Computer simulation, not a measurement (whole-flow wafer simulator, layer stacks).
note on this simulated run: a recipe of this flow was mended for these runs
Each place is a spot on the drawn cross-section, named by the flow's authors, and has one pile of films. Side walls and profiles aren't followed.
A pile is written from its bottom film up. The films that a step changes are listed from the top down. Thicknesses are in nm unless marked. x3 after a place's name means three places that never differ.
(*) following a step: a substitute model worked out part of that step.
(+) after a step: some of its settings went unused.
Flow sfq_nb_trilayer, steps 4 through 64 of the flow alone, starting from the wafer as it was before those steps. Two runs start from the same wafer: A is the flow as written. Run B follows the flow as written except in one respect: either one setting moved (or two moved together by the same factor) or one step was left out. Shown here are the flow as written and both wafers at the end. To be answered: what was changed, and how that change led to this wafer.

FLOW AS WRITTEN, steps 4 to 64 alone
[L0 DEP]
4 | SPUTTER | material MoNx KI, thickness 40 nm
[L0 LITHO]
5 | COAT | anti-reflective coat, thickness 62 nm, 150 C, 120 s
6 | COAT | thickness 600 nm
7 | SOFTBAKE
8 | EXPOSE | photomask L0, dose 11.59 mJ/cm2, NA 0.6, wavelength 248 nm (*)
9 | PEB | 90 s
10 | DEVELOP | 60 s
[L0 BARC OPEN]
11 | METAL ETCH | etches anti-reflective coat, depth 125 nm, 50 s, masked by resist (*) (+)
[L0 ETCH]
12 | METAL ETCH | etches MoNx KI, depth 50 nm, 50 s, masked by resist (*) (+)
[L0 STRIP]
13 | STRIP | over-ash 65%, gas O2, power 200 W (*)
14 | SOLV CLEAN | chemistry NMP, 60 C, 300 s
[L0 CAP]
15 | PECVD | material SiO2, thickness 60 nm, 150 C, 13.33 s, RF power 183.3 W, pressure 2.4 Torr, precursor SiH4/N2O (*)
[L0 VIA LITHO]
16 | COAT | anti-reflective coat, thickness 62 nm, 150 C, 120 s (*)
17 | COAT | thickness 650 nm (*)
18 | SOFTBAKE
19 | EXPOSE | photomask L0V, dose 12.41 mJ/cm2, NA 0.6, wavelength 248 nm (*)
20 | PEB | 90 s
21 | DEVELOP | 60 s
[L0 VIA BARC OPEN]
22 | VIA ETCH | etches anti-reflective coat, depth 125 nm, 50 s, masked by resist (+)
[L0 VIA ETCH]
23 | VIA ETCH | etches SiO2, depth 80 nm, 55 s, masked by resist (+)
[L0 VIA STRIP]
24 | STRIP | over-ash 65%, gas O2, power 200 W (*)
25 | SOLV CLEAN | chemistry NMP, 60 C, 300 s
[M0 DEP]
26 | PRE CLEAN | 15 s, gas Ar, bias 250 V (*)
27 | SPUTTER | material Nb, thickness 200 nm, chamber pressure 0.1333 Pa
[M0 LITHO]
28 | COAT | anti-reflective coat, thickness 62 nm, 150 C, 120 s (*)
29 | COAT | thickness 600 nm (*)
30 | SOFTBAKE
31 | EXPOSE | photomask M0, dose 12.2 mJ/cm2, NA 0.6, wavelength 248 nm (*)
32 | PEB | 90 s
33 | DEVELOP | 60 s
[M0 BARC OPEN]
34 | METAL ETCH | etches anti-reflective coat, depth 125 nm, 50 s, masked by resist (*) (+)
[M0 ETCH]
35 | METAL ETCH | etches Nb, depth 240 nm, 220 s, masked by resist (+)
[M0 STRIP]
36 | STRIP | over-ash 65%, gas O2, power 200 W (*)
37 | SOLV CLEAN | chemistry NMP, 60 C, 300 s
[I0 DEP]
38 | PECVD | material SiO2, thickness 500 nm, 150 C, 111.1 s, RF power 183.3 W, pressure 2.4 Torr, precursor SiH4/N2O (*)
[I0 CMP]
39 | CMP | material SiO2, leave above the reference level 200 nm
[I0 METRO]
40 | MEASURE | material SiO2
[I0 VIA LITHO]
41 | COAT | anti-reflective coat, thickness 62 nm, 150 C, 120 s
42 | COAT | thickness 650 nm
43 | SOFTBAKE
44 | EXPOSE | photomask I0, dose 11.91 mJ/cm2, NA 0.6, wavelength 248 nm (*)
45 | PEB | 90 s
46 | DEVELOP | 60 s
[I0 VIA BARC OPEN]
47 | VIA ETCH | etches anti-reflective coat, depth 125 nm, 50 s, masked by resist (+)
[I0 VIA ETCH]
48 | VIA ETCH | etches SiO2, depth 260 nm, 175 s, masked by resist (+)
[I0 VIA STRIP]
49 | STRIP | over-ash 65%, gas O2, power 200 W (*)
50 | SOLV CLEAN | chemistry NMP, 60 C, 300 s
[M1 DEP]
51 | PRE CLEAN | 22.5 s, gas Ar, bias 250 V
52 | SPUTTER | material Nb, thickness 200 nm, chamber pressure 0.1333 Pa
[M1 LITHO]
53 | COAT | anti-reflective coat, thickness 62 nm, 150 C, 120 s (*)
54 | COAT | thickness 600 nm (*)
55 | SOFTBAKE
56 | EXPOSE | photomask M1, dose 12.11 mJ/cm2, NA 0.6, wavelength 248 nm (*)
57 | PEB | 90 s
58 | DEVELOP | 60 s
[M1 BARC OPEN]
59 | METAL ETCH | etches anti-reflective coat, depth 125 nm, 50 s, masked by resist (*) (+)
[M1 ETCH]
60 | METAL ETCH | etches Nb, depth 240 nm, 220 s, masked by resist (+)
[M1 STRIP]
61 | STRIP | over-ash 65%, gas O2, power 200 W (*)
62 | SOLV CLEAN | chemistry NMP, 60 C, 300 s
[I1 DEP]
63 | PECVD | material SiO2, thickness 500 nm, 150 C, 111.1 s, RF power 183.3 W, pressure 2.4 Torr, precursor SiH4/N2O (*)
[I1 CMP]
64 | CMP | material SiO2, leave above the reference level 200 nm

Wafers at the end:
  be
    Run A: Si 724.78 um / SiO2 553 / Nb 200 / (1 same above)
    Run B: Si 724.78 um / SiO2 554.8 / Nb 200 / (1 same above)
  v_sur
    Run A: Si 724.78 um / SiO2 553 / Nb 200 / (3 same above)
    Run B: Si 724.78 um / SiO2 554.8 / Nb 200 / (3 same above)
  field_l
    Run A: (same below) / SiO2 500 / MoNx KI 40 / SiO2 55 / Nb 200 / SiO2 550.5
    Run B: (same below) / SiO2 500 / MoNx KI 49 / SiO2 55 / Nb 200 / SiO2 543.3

What caused this: step 4, SPUTTER: thickness 49 nm was run, while the flow as written has thickness 40 nm.
The wafer lets one read it off: field_l has MoNx KI 49, and step 4 as written asks for 40 nm.

Step by step, how the change led to this:
  4 | SPUTTER | material MoNx KI, thickness 40 nm
      field_l, v_sur, via_wl and 103 more: A MoNx KI gains 40 (new film) | B MoNx KI gains 49 (new film)
  12 | METAL ETCH | etches MoNx KI, depth 50 nm, 50 s, masked by resist (*) (+)
      v_sur, via_wl, via_w and 97 more: A MoNx KI loses 40 (all of it), SiO2 loses 2 | B MoNx KI loses 49 (all of it), SiO2 loses 0.2
  16 | COAT | anti-reflective coat, thickness 62 nm, 150 C, 120 s (*)
      field_l: A anti-reflective coat gains 50 (new film) | B anti-reflective coat gains 48 (new film)
      v_sur: A anti-reflective coat gains 78.1 (new film) | B anti-reflective coat gains 80.9 (new film)
      (and at 4 other places as well)
  24 | STRIP | over-ash 65%, gas O2, power 200 W (*)
      field_l: A KrF-resist-other-grade loses 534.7 (all of it), anti-reflective coat loses 50 (all of it) | B KrF-resist-other-grade loses 533.5 (all of it), anti-reflective coat loses 48 (all of it)
      v_sur: A KrF-resist-other-grade loses 544.6 (all of it), anti-reflective coat loses 78.1 (all of it) | B KrF-resist-other-grade loses 545.1 (all of it), anti-reflective coat loses 80.9 (all of it)
      (and at 4 other places as well)
  28 | COAT | anti-reflective coat, thickness 62 nm, 150 C, 120 s (*)
      field_l: A anti-reflective coat gains 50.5 (new film) | B anti-reflective coat gains 48.9 (new film)
      v_sur: A anti-reflective coat gains 78.2 (new film) | B anti-reflective coat gains 81 (new film)
      (and at 4 other places as well)
  36 | STRIP | over-ash 65%, gas O2, power 200 W (*)
      field_l: A KrF-resist-other-grade loses 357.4 (all of it), anti-reflective coat loses 50.5 (all of it) | B KrF-resist-other-grade loses 356.1 (all of it), anti-reflective coat loses 48.9 (all of it)
      v_sur: A KrF-resist-other-grade loses 367.4 (all of it), anti-reflective coat loses 78.2 (all of it) | B KrF-resist-other-grade loses 368.1 (all of it), anti-reflective coat loses 81 (all of it)
      (and at 4 other places as well)
  39 | CMP | material SiO2, leave above the reference level 200 nm
      field_l, l0_sur, l0r_line_l, l0r_line_c, l0r_line_r: A SiO2 loses 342 | B SiO2 loses 349.2
      l0v: A SiO2 loses 277.4 | B SiO2 loses 284.6
